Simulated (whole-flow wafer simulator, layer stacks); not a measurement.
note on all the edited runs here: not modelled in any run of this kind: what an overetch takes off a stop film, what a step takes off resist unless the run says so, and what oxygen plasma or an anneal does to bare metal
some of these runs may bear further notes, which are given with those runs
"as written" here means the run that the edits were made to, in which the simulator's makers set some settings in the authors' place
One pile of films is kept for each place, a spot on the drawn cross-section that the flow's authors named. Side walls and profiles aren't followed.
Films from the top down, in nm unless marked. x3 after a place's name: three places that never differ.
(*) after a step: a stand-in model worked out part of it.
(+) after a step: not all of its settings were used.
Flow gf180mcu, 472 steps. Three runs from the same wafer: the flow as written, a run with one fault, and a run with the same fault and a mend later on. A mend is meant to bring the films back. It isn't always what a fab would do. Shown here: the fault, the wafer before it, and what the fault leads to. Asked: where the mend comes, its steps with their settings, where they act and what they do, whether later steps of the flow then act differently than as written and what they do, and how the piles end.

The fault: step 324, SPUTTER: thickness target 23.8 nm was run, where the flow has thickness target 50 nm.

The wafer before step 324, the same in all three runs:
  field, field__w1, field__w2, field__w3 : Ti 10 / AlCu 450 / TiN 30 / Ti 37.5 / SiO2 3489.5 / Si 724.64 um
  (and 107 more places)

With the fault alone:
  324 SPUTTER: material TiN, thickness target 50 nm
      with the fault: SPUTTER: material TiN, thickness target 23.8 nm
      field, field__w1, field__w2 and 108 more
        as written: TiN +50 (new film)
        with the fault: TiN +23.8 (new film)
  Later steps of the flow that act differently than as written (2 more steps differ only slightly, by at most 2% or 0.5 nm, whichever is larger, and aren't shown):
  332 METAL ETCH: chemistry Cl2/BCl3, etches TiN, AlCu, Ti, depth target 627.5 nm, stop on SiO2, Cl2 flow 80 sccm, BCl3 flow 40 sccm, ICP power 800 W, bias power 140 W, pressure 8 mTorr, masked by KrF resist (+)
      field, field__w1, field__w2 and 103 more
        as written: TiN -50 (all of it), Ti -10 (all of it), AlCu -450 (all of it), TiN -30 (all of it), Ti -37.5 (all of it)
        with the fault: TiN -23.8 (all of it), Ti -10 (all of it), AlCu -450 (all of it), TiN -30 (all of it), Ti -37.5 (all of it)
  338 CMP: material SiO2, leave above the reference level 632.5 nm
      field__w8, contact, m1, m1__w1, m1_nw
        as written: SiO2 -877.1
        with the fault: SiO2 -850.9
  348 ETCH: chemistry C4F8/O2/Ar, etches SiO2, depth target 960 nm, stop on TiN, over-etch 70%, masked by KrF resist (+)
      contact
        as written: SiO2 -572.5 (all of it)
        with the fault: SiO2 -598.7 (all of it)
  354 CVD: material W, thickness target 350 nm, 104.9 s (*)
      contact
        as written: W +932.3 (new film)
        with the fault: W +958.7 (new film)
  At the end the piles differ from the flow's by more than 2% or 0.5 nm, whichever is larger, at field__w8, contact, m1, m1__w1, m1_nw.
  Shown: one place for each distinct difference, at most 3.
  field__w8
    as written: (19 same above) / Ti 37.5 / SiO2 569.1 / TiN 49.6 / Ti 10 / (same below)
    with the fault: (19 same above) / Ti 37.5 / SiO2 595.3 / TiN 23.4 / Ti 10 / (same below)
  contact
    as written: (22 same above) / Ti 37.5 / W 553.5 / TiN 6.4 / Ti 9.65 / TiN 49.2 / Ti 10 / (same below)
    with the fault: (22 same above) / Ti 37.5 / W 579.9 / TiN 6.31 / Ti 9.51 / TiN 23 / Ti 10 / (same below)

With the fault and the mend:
  The mend comes after step 331.
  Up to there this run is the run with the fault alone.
  331a STRIP: chemistry O2/N2, power 2160 W, pressure 1700 mTorr (*)
      field__w8, contact, m1, m1__w1, m1_nw
        KrF resist -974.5 (all of it)
  331b SPUTTER: material TiN, thickness target 26.2 nm (the flow's step 324 once more, with other settings)
      field, field__w1, field__w2 and 108 more
        TiN +26.2
  331c HMDS: 120 C, 60 s (the flow's step 326 once more)
      changes no film at any place that is followed
  331d COAT: KrF resist, thickness 1000 nm (the flow's step 327 once more)
      field, field__w1, field__w2 and 108 more
        KrF resist +1000 (new film)
  331e SOFTBAKE: KrF resist (the flow's step 328 once more)
      changes no film at any place that is followed
  331f EXPOSE: photomask Metal3 (the flow's step 329 once more)
      changes no film at any place that is followed
  331g PEB: KrF resist, 135 C, 90 s (the flow's step 330 once more)
      field, field__w1, field__w2 and 108 more
        KrF resist -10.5
  331h DEVELOP: thickness 1000 nm, 60 s (the flow's step 331 once more)
      field, field__w1, field__w2 and 103 more
        KrF resist -989.5 (all of it)
      field__w8, contact, m1, m1__w1, m1_nw
        KrF resist -14.9
  No later step of the flow acts differently than as written at any place that is followed.
  At the end the piles are the same as the flow's at every place that both follow.
